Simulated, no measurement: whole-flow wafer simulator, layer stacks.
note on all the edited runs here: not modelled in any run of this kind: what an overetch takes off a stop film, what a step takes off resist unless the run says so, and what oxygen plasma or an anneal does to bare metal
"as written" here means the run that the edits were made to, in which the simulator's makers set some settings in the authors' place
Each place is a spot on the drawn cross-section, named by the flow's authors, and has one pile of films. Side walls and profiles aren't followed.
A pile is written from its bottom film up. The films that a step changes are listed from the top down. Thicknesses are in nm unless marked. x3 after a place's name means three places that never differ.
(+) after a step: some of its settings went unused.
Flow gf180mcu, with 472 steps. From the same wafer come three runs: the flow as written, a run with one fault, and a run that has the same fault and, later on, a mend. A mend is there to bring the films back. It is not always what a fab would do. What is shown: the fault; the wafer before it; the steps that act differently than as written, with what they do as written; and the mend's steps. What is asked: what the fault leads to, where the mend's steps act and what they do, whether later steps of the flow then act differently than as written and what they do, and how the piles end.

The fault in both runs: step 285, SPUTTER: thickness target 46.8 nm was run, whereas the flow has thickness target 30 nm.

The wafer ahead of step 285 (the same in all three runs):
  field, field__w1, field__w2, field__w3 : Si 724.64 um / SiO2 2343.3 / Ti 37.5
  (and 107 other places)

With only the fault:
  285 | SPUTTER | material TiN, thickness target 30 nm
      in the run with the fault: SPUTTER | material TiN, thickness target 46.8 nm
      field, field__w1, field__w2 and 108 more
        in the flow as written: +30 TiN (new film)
        in the run with the fault: +46.8 TiN (new film)
  Steps later in the flow that act otherwise than as written:
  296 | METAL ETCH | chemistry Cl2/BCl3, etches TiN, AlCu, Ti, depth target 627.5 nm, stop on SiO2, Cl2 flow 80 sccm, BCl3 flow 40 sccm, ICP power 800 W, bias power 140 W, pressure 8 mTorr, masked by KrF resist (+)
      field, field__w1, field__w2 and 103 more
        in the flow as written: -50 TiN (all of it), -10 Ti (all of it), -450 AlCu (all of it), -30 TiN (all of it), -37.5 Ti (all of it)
        in the run with the fault: -50 TiN (all of it), -10 Ti (all of it), -450 AlCu (all of it), -46.8 TiN (all of it), -37.5 Ti (all of it)
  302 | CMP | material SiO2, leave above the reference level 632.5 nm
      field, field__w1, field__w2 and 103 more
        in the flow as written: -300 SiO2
        in the run with the fault: -283.2 SiO2
  At field__w8, contact, m1, m1__w1, m1_nw, the piles at the end differ from the flow's by more than 2% or 0.5 nm, whichever is larger.
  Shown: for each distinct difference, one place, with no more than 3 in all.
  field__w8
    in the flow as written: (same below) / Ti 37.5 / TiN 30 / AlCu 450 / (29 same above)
    in the run with the fault: (same below) / Ti 37.5 / TiN 46.8 / AlCu 450 / (29 same above)
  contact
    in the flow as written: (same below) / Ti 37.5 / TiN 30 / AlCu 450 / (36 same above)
    in the run with the fault: (same below) / Ti 37.5 / TiN 46.8 / AlCu 450 / (36 same above)

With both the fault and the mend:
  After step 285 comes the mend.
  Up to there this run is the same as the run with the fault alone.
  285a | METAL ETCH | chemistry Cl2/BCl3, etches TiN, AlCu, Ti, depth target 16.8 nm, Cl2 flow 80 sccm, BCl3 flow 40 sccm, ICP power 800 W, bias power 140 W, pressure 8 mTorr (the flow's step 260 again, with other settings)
      field, field__w1, field__w2 and 108 more
        -16.8 TiN
  Later steps of the flow that are run all act as written at every place that is followed.
  The piles end the same as the flow's at every place that both follow.
